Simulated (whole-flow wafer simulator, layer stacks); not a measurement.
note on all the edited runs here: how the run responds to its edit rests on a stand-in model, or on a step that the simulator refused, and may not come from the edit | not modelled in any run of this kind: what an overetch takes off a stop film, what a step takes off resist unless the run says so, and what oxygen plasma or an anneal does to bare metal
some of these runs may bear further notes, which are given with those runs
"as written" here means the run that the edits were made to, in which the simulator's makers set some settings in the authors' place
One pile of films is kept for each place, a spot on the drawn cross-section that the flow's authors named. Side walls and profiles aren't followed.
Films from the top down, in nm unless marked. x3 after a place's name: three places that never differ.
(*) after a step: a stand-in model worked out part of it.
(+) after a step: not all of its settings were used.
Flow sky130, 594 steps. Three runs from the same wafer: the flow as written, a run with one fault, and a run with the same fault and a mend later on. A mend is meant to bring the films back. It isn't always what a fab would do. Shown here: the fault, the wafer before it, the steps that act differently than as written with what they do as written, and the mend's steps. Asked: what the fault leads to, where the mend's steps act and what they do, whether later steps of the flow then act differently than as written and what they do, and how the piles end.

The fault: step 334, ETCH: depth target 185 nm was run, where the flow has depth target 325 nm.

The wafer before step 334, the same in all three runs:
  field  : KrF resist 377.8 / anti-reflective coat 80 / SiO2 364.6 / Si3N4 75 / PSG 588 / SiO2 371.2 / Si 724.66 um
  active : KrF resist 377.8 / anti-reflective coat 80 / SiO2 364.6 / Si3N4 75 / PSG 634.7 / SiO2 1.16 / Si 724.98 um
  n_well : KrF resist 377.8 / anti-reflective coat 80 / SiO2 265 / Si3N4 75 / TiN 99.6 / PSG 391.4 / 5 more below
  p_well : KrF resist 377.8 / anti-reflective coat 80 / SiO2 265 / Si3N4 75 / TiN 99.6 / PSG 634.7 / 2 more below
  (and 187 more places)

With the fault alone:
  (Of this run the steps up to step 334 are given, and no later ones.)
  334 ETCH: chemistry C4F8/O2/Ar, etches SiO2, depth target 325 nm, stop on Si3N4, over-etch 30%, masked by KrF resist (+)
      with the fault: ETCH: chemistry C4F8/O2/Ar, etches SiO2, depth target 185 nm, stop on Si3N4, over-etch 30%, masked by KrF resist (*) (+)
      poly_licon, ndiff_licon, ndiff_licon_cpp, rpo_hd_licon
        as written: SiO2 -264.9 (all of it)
        with the fault: SiO2 -185
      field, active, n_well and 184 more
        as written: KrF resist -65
        with the fault: KrF resist -37
  After step 334 the piles differ from the flow's by more than 2% or 0.5 nm, whichever is larger, at field, active, n_well and 188 more.
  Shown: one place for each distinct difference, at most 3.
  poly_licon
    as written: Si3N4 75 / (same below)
    with the fault: SiO2 79.9 / Si3N4 75 / (same below)
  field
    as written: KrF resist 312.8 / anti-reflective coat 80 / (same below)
    with the fault: KrF resist 340.8 / anti-reflective coat 80 / (same below)

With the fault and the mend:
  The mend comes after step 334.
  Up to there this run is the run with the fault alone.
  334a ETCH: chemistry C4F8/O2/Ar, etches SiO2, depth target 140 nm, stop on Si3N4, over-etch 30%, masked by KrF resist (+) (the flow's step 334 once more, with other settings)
      field, active, n_well and 184 more
        KrF resist -28
      poly_licon, ndiff_licon, ndiff_licon_cpp, rpo_hd_licon
        SiO2 -79.9 (all of it)
  No later step of the flow acts differently than as written at any place that is followed.
  At the end the piles are the same as the flow's at every place that both follow.
